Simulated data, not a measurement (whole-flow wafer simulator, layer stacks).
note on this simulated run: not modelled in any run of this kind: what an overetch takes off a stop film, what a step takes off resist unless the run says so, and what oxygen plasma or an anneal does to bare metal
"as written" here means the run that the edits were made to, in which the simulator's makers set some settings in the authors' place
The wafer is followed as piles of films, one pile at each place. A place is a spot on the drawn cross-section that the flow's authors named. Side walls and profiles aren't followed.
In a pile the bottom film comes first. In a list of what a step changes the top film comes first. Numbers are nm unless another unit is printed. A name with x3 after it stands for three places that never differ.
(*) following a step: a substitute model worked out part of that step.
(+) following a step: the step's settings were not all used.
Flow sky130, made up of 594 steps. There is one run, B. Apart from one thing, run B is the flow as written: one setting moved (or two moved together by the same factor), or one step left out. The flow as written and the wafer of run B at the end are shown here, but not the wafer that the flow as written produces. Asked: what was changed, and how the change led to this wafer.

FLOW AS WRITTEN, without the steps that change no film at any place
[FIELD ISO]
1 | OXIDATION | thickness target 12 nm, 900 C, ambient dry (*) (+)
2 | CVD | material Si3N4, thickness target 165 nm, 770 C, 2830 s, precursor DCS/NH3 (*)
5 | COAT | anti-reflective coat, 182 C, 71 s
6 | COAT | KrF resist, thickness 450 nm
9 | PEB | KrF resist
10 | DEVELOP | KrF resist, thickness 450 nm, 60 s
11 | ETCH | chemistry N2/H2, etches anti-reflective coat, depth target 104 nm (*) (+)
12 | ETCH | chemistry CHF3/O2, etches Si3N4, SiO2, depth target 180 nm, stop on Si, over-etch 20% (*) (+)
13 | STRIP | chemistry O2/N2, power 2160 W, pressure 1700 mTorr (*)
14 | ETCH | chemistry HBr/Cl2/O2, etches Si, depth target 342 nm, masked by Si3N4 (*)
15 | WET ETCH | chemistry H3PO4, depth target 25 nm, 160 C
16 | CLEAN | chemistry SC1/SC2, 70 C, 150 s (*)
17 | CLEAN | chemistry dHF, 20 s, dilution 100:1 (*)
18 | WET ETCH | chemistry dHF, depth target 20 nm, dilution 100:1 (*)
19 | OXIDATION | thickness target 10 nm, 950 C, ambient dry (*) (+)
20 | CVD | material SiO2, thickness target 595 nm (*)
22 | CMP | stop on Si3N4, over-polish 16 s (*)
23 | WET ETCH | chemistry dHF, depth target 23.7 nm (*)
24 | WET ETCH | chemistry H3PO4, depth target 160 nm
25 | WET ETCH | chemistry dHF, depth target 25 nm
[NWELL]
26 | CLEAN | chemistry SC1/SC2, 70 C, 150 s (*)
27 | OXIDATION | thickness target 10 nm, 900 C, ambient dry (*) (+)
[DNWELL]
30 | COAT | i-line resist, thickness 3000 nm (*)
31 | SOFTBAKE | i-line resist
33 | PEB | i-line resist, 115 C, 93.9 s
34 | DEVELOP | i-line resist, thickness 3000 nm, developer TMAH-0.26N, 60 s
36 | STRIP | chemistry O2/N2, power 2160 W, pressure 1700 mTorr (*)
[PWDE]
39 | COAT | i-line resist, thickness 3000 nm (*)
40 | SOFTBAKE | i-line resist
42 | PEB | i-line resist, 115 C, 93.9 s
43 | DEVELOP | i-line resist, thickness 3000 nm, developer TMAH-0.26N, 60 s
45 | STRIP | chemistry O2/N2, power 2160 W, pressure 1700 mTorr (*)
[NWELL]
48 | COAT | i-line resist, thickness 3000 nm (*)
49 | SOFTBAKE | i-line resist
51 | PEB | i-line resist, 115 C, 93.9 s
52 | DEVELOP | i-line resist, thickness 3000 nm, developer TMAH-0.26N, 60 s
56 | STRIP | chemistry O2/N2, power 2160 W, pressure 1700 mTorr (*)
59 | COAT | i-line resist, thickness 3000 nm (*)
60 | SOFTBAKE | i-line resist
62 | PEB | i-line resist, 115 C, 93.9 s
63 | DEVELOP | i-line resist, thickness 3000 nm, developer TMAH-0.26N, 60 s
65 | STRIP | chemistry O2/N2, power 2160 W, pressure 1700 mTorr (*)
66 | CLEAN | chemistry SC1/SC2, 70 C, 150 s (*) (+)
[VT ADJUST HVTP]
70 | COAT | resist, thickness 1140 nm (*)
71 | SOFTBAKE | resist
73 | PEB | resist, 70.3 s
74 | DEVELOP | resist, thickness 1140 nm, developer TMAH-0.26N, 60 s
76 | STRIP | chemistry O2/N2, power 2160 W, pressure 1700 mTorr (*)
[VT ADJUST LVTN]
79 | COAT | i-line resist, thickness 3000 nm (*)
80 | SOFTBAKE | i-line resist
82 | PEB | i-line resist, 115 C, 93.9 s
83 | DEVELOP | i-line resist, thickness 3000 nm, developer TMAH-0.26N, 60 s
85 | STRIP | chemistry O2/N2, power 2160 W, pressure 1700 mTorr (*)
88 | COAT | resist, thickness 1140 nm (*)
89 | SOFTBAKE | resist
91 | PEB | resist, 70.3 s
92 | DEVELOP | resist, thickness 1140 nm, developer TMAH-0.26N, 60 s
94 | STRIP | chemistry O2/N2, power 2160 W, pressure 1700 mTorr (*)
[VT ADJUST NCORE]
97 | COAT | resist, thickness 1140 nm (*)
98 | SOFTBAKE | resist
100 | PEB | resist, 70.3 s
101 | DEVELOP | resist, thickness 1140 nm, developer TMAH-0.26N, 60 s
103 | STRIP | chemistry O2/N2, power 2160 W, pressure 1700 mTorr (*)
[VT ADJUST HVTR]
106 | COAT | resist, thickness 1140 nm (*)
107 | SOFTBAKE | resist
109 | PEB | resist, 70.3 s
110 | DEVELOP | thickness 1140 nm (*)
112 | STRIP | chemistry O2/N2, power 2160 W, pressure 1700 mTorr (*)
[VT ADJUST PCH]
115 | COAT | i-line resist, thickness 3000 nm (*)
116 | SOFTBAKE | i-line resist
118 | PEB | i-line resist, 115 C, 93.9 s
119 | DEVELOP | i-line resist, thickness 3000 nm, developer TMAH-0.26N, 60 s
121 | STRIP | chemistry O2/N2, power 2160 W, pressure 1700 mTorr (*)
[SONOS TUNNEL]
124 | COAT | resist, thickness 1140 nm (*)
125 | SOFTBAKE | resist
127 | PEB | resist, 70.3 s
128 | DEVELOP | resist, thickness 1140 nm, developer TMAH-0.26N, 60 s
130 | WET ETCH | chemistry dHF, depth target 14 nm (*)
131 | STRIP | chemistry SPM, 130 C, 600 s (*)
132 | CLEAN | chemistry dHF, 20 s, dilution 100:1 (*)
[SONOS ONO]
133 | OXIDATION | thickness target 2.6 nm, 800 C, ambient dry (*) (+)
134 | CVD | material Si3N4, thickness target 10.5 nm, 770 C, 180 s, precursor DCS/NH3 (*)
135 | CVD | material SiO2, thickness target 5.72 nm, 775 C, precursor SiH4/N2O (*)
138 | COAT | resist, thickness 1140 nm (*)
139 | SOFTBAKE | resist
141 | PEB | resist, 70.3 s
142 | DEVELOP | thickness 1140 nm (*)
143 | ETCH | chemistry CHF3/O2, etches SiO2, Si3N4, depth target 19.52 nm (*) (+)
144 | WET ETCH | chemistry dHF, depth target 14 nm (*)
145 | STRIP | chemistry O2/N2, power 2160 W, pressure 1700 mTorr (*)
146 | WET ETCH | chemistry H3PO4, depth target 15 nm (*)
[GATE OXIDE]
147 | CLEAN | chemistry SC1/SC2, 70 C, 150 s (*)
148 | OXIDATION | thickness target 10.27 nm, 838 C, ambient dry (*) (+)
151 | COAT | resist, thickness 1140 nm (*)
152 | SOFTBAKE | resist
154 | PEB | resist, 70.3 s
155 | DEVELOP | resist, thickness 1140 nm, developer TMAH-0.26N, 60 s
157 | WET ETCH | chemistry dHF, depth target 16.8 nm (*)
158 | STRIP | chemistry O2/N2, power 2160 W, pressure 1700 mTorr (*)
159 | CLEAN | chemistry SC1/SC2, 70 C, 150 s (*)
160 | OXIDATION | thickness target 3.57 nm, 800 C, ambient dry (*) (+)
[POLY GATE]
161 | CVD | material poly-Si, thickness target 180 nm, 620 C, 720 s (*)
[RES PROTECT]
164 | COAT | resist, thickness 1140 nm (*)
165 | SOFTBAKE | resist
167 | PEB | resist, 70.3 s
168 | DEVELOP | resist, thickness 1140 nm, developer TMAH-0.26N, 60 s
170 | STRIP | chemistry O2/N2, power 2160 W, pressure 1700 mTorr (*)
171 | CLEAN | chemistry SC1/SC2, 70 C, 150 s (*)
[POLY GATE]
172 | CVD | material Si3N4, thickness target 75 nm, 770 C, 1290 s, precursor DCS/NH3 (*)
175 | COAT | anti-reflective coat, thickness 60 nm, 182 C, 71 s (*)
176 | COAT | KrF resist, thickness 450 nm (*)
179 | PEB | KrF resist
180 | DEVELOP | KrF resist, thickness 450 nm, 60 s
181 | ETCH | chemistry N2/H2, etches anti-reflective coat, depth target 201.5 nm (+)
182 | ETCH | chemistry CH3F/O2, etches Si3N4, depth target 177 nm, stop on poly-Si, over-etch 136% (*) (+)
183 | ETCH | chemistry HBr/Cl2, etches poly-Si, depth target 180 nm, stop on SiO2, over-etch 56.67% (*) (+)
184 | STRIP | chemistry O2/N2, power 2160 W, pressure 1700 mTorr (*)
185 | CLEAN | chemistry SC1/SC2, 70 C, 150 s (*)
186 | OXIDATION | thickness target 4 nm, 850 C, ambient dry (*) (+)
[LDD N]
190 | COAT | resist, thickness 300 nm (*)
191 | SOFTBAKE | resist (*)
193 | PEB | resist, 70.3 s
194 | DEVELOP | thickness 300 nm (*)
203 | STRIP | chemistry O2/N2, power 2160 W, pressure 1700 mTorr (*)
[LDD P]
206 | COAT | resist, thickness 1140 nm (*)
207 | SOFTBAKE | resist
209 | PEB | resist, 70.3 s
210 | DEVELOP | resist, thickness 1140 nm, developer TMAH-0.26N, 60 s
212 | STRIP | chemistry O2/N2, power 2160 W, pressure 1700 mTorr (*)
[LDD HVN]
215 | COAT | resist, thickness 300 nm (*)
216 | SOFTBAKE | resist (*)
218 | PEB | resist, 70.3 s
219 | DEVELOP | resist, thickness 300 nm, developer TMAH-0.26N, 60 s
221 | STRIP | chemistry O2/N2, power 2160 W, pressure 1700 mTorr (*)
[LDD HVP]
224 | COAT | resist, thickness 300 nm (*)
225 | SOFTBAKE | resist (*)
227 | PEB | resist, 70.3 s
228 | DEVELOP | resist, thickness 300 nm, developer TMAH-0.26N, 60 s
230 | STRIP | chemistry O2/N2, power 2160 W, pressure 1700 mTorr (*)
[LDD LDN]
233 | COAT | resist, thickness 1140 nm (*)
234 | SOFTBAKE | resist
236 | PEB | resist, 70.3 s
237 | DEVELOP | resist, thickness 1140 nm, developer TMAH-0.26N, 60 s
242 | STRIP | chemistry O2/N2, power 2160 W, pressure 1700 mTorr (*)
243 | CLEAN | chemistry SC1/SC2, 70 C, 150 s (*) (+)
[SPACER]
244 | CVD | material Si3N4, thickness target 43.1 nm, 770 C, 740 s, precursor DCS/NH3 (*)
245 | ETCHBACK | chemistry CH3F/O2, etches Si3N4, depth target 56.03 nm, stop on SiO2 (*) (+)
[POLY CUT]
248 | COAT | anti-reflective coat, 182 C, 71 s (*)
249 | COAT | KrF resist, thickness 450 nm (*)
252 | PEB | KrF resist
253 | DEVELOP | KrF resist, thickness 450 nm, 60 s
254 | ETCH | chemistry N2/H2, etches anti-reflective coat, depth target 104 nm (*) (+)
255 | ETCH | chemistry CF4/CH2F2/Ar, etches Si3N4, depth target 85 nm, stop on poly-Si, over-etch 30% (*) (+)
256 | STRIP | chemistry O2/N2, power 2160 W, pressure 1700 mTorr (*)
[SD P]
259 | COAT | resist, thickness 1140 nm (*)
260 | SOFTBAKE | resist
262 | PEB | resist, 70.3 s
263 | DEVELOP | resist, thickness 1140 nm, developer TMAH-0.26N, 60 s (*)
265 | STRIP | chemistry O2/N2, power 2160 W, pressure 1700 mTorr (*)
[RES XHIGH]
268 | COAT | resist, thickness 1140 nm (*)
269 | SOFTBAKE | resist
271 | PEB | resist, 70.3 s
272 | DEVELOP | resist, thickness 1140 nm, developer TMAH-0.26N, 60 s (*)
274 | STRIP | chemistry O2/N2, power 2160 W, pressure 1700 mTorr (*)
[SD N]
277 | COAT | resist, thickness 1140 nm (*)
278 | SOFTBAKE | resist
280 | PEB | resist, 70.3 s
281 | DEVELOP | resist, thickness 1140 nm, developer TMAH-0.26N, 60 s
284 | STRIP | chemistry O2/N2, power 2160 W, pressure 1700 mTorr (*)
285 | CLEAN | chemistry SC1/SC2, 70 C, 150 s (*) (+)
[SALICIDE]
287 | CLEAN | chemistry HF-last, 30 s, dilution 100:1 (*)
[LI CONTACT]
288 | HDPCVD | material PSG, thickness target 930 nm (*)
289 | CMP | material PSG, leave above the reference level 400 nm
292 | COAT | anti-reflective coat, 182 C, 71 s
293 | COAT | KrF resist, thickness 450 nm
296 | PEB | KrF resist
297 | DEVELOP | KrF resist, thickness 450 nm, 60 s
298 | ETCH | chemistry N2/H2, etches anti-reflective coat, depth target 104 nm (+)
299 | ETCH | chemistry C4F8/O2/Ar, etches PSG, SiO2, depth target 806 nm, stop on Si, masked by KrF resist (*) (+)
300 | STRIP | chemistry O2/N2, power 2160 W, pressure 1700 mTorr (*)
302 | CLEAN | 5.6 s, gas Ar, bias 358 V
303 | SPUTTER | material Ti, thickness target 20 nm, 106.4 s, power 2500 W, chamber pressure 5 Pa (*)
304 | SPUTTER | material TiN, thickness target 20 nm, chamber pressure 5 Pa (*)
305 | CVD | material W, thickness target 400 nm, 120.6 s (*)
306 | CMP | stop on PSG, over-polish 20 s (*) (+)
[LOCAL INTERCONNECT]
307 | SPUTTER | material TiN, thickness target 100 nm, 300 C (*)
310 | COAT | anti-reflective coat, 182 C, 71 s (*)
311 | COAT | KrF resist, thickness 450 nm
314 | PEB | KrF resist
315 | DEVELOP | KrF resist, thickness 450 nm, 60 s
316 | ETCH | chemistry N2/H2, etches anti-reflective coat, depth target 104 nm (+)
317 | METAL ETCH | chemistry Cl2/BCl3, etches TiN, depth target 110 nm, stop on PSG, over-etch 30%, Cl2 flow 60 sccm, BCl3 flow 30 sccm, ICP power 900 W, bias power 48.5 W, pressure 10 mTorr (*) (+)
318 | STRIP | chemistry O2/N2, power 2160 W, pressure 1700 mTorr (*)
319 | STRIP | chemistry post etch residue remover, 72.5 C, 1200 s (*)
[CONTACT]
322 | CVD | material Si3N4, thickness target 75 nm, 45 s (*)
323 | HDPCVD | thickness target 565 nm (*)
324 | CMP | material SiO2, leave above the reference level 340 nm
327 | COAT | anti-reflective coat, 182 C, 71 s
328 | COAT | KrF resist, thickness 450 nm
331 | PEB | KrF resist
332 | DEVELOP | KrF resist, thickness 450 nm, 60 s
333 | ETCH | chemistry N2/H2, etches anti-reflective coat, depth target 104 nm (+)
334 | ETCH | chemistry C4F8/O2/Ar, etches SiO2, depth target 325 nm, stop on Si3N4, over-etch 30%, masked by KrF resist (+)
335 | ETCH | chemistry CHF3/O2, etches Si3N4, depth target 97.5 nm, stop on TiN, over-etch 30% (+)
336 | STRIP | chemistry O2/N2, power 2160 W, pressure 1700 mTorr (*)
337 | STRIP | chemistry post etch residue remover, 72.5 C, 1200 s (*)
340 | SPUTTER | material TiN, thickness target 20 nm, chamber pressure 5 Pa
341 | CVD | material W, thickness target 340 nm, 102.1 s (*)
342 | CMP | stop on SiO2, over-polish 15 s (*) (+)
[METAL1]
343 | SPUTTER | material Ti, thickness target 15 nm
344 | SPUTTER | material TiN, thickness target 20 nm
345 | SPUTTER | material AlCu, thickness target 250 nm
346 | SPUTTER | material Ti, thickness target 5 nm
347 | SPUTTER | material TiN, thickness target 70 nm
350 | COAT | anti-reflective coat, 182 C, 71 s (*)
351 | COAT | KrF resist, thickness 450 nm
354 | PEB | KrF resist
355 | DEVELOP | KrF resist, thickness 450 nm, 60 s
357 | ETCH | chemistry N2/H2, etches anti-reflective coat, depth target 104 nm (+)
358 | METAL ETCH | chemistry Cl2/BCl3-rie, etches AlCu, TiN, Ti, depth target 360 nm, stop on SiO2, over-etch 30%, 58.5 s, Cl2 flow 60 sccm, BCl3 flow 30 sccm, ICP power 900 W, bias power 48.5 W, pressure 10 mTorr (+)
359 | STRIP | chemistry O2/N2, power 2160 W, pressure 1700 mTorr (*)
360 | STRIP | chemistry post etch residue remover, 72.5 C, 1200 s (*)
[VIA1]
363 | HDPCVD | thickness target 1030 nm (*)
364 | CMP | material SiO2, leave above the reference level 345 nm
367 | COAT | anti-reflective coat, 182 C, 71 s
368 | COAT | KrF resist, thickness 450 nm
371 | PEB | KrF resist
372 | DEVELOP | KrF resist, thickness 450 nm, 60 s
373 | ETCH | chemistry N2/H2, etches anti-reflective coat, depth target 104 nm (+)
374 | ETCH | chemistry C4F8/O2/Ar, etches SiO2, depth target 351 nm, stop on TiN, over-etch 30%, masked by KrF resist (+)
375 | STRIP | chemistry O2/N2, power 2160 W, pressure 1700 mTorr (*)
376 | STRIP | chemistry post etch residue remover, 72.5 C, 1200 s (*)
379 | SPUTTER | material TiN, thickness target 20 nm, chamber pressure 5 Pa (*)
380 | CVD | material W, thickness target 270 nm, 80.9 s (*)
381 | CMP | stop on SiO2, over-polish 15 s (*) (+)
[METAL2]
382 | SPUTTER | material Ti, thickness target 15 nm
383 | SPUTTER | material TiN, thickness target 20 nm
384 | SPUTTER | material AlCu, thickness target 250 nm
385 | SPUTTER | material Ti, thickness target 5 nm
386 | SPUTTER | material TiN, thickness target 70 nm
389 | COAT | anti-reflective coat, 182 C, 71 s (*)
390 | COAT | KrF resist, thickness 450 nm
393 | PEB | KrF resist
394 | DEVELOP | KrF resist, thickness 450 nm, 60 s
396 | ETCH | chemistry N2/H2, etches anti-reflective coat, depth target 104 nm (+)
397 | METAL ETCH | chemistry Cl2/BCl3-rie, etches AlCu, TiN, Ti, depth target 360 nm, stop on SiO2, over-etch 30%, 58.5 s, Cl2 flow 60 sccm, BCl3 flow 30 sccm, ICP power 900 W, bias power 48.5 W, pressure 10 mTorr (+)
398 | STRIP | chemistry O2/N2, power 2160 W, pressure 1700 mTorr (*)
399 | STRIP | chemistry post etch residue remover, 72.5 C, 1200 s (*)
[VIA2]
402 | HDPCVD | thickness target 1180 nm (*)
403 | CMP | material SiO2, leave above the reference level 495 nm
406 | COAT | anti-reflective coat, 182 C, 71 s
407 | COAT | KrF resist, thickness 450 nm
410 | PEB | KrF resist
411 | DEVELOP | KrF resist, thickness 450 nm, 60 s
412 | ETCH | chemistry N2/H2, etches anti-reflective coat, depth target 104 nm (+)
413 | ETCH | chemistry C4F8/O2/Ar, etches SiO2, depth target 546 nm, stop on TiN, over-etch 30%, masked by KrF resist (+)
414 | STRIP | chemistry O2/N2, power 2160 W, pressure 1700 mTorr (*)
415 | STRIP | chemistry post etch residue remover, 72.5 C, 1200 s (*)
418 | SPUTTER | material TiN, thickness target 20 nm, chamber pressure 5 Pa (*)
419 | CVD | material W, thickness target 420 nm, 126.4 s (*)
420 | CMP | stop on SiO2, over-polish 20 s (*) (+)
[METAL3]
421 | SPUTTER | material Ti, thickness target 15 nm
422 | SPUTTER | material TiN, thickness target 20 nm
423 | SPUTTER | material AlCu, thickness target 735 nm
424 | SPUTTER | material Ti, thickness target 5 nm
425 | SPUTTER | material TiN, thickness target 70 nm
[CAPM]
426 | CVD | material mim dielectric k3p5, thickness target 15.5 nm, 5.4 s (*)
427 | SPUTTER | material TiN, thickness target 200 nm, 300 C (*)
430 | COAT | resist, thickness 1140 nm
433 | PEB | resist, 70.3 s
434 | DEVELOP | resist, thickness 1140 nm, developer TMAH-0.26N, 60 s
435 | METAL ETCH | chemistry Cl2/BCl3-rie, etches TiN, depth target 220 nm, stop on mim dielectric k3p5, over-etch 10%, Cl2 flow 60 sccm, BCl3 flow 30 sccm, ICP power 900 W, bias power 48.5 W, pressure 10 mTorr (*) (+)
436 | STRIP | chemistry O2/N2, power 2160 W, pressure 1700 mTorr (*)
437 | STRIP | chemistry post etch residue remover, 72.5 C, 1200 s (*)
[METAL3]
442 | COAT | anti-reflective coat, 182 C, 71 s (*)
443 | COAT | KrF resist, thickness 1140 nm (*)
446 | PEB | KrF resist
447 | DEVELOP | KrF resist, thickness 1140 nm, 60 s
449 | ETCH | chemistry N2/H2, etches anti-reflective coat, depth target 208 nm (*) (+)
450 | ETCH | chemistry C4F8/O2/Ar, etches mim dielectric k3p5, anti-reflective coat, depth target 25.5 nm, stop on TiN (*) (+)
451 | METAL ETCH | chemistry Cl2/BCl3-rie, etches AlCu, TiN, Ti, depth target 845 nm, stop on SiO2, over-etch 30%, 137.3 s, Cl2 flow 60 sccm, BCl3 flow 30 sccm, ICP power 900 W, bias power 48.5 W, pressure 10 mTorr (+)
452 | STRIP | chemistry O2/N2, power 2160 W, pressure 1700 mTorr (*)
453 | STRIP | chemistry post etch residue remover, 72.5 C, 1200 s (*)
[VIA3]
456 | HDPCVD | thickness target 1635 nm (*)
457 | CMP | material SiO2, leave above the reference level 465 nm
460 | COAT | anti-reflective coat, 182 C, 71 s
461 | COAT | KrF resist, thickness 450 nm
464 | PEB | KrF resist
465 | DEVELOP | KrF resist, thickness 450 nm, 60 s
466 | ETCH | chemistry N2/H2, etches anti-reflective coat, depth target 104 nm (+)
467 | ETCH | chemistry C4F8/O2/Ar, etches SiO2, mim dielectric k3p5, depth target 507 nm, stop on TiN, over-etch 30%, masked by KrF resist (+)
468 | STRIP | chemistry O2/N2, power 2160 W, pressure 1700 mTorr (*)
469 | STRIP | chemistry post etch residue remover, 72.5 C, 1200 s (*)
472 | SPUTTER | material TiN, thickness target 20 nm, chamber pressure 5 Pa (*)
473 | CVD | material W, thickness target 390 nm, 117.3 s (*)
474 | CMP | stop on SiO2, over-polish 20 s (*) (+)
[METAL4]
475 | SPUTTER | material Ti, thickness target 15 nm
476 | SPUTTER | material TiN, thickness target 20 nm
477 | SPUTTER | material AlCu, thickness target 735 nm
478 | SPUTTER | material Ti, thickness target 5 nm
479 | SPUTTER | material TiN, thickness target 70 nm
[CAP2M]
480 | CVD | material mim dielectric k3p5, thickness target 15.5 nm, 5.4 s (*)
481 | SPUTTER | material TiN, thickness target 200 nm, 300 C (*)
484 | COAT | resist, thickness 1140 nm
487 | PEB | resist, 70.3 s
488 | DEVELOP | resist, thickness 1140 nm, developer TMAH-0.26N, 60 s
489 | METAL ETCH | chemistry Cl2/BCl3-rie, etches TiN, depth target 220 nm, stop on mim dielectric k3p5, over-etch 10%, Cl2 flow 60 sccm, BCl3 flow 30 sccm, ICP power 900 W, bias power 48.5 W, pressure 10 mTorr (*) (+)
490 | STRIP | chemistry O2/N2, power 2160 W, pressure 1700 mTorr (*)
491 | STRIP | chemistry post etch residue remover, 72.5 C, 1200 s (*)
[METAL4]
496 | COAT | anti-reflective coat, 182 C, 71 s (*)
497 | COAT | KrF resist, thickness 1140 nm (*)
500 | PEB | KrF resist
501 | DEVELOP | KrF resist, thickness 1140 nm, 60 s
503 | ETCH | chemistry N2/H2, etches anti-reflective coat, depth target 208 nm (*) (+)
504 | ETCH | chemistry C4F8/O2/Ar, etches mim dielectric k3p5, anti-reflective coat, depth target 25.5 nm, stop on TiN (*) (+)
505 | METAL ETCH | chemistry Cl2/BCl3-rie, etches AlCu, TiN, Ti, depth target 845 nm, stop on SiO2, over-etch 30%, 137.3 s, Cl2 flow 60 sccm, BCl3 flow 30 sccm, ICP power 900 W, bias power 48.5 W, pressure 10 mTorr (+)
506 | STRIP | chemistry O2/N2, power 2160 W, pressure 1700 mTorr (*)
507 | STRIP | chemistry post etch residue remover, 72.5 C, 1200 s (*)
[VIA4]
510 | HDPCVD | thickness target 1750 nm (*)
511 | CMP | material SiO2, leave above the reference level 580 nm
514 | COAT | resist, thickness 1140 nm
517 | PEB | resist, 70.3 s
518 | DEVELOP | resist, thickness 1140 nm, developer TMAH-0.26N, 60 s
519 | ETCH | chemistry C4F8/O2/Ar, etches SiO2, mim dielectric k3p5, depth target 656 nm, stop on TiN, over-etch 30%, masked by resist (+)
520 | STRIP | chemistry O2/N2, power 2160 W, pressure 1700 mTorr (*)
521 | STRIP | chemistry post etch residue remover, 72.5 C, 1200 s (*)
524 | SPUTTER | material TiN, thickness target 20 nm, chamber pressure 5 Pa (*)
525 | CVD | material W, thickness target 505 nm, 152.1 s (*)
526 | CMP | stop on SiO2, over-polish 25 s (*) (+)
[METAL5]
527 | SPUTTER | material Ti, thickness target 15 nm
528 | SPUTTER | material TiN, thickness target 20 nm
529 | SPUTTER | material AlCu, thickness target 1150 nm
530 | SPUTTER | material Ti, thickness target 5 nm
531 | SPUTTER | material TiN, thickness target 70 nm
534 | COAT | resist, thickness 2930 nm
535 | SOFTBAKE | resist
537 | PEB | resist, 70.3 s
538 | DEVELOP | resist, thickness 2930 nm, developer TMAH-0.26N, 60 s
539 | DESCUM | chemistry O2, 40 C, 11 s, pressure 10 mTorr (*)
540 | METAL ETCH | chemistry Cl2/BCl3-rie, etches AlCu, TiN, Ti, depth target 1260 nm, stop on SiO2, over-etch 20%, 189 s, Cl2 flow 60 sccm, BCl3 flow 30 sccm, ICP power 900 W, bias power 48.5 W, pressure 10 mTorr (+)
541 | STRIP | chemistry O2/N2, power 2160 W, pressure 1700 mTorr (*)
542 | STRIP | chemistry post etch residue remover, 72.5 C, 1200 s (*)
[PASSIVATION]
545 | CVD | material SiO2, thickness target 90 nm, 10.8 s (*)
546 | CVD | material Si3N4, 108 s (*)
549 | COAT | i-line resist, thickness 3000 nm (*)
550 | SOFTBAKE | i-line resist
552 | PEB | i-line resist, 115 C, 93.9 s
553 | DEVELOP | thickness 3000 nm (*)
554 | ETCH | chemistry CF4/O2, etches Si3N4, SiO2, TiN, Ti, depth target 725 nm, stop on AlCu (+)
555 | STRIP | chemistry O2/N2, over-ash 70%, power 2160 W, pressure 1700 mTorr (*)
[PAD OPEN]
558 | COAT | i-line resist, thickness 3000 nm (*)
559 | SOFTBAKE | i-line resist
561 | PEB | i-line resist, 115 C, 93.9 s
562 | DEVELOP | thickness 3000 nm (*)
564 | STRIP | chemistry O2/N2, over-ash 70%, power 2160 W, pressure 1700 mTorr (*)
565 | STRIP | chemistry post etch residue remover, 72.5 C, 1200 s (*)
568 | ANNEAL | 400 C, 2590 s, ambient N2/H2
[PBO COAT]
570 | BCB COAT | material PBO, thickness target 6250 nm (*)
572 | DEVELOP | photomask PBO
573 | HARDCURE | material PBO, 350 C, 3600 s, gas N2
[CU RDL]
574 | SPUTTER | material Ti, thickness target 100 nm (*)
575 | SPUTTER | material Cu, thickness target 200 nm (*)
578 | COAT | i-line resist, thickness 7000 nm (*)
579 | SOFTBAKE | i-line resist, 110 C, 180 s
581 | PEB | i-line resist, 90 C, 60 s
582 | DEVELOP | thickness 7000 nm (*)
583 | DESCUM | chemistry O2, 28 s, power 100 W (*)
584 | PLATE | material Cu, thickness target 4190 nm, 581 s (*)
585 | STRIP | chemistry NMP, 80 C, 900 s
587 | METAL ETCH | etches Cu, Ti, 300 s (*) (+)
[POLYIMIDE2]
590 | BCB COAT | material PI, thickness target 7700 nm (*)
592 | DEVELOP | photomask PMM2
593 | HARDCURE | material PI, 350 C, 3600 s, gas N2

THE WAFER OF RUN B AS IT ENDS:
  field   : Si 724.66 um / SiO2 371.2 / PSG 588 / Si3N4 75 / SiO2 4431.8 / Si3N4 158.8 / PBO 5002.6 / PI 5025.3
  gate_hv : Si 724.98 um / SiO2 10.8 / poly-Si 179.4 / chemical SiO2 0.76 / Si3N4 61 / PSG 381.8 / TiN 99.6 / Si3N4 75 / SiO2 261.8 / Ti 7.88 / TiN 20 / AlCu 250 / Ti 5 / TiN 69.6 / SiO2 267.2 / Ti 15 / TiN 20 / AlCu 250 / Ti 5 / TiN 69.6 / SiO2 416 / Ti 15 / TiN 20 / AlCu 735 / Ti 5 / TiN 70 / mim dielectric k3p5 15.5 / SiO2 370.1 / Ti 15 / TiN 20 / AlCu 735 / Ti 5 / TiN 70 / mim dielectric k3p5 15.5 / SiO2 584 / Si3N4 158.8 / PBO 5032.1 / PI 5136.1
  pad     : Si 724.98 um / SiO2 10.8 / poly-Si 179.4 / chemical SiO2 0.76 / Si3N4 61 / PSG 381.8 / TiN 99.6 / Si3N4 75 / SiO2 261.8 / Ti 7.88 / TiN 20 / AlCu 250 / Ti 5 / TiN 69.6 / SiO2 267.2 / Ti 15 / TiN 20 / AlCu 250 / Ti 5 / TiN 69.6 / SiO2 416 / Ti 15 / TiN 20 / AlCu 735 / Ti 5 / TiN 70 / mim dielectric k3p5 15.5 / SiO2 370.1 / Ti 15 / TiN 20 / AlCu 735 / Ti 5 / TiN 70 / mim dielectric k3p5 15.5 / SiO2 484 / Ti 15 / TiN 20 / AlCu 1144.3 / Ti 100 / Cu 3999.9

What caused this: step 343, SPUTTER: thickness target 7.88 nm was run, whereas the flow has thickness target 15 nm.
The wafer itself shows it: gate_hv has Ti 7.88, and step 343 as written asks for 15 nm.

Step by step, how the change led to this:
  343 | SPUTTER | material Ti, thickness target 15 nm
      field, active, n_well and 188 more: Ti gains 7.88 (new film) (in the flow as written it would be: Ti gains 15 (new film))
  358 | METAL ETCH | chemistry Cl2/BCl3-rie, etches AlCu, TiN, Ti, depth target 360 nm, stop on SiO2, over-etch 30%, 58.5 s, Cl2 flow 60 sccm, BCl3 flow 30 sccm, ICP power 900 W, bias power 48.5 W, pressure 10 mTorr (+)
      field, active, gate and 81 more: TiN loses 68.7 (all of it), Ti loses 5 (all of it), AlCu loses 250 (all of it), TiN loses 20 (all of it), Ti loses 7.88 (all of it), SiO2 loses 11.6 (in the flow as written it would be: TiN loses 68.7 (all of it), Ti loses 5 (all of it), AlCu loses 250 (all of it), TiN loses 20 (all of it), Ti loses 15 (all of it), SiO2 loses 10.9)
